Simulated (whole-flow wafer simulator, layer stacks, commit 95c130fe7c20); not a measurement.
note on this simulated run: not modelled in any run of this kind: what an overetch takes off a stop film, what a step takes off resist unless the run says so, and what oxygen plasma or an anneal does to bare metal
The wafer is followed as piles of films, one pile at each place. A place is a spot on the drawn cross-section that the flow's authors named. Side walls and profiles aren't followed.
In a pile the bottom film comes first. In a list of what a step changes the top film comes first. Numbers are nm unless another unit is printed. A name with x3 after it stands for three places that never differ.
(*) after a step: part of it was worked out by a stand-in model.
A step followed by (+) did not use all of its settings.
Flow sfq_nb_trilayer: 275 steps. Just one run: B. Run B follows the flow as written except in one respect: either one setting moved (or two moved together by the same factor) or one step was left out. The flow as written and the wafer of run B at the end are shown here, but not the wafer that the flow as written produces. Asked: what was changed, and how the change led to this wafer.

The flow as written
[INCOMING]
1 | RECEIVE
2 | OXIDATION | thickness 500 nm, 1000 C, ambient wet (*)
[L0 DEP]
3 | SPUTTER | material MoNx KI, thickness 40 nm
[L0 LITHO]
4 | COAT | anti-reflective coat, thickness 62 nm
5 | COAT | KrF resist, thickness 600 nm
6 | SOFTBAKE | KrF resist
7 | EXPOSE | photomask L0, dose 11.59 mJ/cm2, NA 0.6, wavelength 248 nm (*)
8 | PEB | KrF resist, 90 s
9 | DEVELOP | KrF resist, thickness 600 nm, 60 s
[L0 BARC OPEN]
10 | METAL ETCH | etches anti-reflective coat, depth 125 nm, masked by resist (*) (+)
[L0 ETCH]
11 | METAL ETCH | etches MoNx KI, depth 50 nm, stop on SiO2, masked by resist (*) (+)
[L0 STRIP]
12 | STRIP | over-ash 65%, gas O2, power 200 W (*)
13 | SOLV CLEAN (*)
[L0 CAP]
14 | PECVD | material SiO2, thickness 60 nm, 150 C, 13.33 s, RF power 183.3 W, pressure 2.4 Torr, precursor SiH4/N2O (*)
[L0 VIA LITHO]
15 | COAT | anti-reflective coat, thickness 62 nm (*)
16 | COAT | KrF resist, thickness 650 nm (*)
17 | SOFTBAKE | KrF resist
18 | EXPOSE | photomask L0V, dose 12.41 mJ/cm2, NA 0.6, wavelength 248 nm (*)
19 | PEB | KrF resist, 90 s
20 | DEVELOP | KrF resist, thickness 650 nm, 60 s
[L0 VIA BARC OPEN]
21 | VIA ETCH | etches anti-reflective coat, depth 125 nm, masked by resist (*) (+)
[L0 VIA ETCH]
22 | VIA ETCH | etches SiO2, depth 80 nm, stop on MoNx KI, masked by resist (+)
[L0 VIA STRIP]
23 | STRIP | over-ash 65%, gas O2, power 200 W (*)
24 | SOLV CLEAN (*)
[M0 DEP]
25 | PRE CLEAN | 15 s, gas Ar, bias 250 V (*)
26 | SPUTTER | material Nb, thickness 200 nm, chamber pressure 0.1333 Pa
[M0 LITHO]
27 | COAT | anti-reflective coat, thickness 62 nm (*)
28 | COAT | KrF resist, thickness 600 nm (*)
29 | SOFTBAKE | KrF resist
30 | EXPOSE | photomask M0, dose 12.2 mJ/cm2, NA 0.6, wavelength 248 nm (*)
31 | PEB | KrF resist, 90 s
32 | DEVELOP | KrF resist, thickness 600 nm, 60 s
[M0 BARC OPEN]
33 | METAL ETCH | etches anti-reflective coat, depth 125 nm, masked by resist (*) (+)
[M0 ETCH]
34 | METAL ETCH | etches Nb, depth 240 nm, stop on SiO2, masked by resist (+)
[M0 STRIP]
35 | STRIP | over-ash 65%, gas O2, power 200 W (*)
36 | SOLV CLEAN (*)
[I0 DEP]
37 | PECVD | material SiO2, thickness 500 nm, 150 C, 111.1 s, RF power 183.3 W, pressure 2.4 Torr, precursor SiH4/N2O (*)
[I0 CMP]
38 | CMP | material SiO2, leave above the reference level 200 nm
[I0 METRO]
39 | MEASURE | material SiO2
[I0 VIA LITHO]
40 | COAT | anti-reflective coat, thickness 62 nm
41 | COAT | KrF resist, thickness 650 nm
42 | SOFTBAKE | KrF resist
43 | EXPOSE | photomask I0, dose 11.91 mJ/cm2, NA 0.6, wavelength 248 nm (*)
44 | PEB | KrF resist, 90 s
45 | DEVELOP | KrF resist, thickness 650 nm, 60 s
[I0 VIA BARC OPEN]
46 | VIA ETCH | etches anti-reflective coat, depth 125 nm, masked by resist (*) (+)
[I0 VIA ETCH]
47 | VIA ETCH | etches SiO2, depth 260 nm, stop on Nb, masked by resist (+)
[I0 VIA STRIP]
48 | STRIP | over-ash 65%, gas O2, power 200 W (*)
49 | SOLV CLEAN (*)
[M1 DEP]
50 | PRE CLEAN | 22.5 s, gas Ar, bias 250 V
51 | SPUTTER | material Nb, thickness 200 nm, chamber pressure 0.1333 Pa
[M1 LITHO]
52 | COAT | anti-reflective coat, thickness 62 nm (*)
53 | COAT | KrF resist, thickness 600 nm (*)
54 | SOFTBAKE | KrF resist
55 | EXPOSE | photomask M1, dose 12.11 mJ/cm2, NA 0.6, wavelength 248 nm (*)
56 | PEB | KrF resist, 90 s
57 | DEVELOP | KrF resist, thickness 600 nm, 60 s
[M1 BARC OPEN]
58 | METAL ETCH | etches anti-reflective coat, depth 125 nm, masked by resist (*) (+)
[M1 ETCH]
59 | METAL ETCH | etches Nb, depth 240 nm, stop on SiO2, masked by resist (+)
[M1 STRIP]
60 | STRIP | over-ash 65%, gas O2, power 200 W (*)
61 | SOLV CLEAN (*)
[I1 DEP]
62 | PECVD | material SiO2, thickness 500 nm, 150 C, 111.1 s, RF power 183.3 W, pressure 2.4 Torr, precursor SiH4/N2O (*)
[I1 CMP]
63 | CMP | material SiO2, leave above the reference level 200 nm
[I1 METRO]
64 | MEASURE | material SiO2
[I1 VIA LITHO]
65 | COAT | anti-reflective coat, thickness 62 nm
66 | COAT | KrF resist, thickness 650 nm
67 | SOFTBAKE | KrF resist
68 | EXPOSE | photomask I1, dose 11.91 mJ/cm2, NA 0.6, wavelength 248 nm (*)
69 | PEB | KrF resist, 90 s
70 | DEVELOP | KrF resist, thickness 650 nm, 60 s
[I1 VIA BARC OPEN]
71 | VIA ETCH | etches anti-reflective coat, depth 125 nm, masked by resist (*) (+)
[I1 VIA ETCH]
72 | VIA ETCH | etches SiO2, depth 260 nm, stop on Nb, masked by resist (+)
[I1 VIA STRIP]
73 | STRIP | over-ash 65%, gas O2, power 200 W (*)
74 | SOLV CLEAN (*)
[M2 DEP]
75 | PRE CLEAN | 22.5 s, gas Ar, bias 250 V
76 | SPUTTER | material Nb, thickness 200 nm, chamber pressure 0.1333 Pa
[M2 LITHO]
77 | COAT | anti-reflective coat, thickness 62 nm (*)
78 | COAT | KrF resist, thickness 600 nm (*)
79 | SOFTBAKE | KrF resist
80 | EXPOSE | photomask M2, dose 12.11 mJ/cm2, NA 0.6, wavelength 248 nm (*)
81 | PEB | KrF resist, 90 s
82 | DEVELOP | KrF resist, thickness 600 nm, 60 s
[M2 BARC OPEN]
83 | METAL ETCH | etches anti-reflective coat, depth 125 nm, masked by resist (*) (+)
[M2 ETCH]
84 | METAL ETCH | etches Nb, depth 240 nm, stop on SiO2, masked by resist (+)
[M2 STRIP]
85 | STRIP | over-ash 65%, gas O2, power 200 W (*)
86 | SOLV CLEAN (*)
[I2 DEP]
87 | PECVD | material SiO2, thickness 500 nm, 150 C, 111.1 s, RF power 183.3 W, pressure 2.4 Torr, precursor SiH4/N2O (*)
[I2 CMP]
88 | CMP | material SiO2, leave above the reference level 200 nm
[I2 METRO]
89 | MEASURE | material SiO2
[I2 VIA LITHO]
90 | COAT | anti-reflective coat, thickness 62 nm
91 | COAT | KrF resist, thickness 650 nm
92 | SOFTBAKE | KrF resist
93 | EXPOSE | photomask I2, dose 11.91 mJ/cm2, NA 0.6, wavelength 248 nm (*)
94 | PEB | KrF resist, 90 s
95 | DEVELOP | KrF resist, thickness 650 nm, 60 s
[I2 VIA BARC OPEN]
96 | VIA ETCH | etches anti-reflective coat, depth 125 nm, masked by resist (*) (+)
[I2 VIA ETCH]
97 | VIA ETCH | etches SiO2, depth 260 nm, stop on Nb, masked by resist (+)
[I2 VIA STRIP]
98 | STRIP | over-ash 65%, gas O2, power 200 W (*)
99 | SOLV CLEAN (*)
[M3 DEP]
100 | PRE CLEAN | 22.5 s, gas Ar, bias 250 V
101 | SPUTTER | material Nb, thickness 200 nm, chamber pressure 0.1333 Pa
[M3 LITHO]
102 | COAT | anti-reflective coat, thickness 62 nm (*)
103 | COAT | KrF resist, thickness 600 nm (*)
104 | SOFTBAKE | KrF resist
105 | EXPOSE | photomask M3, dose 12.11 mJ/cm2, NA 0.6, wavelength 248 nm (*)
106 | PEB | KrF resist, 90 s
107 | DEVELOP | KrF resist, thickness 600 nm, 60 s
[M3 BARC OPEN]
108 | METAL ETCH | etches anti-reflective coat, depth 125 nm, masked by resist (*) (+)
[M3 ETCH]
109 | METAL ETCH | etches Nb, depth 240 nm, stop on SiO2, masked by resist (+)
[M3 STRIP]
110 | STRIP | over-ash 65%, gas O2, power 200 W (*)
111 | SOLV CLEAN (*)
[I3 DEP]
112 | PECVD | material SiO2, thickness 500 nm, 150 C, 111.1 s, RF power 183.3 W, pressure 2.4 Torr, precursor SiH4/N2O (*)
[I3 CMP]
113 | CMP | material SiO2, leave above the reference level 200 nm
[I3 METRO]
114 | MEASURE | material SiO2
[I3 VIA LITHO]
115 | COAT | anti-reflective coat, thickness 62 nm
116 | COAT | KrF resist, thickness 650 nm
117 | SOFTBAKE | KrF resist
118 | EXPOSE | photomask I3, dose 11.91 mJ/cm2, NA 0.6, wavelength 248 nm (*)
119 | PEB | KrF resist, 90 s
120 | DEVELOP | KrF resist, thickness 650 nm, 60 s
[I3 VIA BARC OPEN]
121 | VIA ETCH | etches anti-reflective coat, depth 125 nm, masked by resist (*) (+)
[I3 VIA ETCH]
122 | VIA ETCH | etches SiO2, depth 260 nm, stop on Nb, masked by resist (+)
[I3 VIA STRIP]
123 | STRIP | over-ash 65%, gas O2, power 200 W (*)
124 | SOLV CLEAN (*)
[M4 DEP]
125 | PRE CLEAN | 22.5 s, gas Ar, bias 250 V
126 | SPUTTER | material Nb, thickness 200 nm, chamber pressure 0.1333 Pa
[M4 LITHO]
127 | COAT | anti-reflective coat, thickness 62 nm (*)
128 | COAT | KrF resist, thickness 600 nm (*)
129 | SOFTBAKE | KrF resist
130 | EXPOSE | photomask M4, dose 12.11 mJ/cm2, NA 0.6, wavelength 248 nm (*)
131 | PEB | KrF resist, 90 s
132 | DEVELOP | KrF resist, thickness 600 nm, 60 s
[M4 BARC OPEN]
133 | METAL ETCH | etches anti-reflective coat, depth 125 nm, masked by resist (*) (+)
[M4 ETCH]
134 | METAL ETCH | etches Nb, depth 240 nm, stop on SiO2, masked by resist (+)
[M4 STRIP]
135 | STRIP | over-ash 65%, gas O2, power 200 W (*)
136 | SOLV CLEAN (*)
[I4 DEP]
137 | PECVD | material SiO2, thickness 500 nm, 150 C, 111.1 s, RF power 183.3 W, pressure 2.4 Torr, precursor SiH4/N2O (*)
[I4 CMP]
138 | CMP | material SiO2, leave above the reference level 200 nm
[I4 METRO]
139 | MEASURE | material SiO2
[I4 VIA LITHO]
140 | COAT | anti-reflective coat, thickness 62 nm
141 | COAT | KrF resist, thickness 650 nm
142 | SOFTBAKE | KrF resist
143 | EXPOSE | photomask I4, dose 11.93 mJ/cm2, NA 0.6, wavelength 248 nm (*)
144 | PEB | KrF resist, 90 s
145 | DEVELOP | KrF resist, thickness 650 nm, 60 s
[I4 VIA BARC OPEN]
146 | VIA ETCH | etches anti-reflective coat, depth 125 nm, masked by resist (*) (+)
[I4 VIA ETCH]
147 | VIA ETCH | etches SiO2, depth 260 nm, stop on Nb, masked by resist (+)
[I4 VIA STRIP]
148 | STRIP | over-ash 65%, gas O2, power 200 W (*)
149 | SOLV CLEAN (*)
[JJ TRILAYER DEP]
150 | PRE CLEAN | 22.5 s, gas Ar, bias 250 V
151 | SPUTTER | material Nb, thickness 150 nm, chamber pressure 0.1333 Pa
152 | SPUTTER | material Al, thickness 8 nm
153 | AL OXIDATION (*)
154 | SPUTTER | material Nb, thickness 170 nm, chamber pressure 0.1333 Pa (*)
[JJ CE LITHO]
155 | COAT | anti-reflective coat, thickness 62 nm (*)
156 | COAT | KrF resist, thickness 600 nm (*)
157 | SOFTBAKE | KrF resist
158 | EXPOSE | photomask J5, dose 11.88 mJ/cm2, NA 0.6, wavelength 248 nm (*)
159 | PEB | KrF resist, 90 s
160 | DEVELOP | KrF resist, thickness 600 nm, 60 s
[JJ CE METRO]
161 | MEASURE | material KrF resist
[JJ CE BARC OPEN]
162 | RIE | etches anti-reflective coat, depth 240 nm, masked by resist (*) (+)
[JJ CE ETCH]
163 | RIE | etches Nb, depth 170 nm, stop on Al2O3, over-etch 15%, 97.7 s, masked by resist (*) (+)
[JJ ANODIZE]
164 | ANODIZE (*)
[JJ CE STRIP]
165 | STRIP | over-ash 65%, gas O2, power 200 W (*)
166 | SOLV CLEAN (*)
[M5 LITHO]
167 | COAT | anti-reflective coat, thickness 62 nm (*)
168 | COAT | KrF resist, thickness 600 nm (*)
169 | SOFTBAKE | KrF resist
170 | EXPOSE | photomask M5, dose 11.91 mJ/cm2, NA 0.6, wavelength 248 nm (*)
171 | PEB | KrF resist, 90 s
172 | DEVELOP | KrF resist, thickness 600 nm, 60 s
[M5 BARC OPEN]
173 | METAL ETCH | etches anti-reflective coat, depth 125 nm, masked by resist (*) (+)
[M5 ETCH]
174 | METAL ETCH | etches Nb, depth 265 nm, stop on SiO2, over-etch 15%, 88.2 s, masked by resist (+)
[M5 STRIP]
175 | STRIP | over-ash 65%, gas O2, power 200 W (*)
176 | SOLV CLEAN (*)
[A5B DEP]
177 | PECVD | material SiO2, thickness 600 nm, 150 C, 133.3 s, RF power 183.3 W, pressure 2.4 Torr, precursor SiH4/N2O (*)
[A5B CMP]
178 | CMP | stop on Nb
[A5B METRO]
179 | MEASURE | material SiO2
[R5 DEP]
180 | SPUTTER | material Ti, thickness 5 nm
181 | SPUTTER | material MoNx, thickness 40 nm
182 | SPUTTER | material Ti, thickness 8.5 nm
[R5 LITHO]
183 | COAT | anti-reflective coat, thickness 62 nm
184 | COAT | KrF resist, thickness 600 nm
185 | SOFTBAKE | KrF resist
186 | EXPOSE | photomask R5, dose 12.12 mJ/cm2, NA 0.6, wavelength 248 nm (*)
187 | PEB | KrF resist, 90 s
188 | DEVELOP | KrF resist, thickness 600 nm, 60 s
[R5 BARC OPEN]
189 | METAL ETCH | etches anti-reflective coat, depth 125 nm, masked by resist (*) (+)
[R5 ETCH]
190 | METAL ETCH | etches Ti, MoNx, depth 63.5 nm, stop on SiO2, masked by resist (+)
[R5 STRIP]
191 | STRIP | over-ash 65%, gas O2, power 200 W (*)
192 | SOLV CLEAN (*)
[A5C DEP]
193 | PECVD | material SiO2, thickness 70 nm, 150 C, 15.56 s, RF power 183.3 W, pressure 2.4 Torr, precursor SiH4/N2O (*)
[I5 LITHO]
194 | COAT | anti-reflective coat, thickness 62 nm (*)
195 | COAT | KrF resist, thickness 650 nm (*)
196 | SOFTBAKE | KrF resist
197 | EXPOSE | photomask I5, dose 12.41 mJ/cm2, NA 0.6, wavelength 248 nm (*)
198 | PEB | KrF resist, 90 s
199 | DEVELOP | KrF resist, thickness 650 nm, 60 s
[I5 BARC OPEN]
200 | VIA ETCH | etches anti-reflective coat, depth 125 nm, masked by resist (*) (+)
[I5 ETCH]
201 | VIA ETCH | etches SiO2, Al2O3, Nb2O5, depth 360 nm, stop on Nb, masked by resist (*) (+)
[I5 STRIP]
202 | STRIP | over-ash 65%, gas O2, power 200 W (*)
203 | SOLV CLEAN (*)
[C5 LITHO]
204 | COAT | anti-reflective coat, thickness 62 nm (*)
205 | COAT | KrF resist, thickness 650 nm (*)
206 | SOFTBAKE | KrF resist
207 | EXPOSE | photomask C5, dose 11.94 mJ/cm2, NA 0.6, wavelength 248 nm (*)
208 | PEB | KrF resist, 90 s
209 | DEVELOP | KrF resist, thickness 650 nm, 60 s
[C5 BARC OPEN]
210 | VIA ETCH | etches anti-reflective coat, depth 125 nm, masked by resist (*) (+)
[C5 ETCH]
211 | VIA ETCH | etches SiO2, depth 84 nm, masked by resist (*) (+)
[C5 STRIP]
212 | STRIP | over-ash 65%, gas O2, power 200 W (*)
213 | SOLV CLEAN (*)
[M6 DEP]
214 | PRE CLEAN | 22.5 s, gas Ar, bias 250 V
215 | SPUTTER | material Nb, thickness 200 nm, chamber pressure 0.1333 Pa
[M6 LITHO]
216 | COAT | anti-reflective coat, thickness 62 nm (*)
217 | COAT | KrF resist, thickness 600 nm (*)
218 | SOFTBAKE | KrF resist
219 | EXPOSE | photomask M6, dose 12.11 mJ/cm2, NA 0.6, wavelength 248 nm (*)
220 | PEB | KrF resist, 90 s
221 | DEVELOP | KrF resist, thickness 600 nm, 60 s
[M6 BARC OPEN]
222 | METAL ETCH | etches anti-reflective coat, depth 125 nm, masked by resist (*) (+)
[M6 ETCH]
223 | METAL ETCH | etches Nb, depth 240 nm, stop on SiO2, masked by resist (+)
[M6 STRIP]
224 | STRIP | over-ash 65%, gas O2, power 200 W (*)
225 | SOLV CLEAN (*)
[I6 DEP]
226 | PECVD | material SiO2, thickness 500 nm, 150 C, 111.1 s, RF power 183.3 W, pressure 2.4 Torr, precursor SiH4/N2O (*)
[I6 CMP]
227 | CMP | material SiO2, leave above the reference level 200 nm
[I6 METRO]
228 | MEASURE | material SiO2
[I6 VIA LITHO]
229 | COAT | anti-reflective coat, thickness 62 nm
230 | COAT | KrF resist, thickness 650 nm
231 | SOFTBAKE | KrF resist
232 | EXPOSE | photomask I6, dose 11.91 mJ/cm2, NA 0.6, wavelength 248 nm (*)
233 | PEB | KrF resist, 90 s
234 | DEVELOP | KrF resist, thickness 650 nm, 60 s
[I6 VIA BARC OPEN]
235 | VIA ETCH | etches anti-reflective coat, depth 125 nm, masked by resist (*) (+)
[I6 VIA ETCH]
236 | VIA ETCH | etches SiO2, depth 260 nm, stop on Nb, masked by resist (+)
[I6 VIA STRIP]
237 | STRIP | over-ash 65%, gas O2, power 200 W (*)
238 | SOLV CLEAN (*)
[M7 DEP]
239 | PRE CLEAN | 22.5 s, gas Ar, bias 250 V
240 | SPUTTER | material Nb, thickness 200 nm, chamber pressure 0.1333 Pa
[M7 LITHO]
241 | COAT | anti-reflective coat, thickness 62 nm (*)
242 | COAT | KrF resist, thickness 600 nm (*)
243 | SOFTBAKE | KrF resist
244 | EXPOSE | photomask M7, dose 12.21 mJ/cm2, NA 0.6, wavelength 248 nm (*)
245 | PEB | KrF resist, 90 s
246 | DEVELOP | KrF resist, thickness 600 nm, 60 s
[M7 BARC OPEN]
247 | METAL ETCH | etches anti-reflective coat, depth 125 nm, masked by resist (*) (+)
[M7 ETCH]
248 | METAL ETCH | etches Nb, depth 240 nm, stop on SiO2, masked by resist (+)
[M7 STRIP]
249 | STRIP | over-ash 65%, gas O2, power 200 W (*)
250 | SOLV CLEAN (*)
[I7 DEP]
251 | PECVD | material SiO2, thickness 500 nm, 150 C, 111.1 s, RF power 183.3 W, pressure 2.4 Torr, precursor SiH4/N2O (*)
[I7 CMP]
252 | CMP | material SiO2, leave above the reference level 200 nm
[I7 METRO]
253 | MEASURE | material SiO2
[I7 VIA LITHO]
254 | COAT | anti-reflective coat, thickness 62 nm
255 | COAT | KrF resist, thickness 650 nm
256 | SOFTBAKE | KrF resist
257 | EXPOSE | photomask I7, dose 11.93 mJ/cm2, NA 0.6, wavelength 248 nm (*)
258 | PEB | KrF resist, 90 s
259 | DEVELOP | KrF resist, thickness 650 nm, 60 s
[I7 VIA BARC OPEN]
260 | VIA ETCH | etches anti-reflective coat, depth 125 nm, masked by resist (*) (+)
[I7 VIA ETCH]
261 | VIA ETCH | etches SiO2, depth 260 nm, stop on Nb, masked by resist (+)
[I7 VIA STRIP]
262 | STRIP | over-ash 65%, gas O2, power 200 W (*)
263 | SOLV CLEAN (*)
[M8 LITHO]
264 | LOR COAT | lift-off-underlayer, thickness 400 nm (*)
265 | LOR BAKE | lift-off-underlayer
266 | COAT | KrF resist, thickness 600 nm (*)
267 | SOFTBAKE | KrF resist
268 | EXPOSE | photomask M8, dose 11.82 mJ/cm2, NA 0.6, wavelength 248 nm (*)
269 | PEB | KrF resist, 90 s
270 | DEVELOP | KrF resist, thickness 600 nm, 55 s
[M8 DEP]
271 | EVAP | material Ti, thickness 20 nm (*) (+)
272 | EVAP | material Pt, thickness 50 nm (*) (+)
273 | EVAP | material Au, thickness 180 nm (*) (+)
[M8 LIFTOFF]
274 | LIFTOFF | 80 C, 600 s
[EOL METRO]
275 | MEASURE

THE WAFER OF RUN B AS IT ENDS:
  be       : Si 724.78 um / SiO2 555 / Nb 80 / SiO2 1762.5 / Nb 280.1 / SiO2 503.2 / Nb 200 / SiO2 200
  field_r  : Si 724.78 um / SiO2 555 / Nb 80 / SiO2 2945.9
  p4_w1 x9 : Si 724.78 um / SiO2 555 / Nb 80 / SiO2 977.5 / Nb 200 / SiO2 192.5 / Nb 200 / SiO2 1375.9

The reason: step 26, SPUTTER: thickness 80 nm was run, while the flow as written has thickness 200 nm.
One can read it off the wafer: be has Nb 80, and step 26 as written asks for 200 nm.

How this came from the change, step by step:
  26 | SPUTTER | material Nb, thickness 200 nm, chamber pressure 0.1333 Pa
      field_l, via_wl, via_w and 100 more: +80 Nb (new film) (as written it would have been: +200 Nb (new film))
      v_sur: +77.2 Nb (new film) (as written it would have been: +200 Nb (new film))
      (as well as at 2 more places)
  27 | COAT | anti-reflective coat, thickness 62 nm (*)
      l0_sur: +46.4 anti-reflective coat (new film) (as written it would have been: +47.5 anti-reflective coat (new film))
  34 | METAL ETCH | etches Nb, depth 240 nm, stop on SiO2, masked by resist (+)
      field_l, v_sur, via_wl and 100 more: -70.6 KrF resist (as written it would have been: -141.2 KrF resist)
      moat, m0r_space_l x2: -80 Nb (all of it) (as written it would have been: -200 Nb (all of it))
  35 | STRIP | over-ash 65%, gas O2, power 200 W (*)
      p4_fl x3, p4_w1 x9, p4_g1 x2 and 57 more: -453 KrF resist (all of it), -62 anti-reflective coat (all of it) (as written it would have been: -382.4 KrF resist (all of it), -62 anti-reflective coat (all of it))
      ce_r, sp_r, be_r, r_sur: -459.5 KrF resist (all of it), -63.6 anti-reflective coat (all of it) (as written it would have been: -389 KrF resist (all of it), -63.6 anti-reflective coat (all of it))
      (as well as at 28 more places)
  37 | PECVD | material SiO2, thickness 500 nm, 150 C, 111.1 s, RF power 183.3 W, pressure 2.4 Torr, precursor SiH4/N2O (*)
      moat, m0r_space_l x2: +500 SiO2 (as written it would have been: +557.1 SiO2)
  38 | CMP | material SiO2, leave above the reference level 200 nm
      moat, m0r_space_l x2: -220 SiO2 (as written it would have been: -157.1 SiO2)
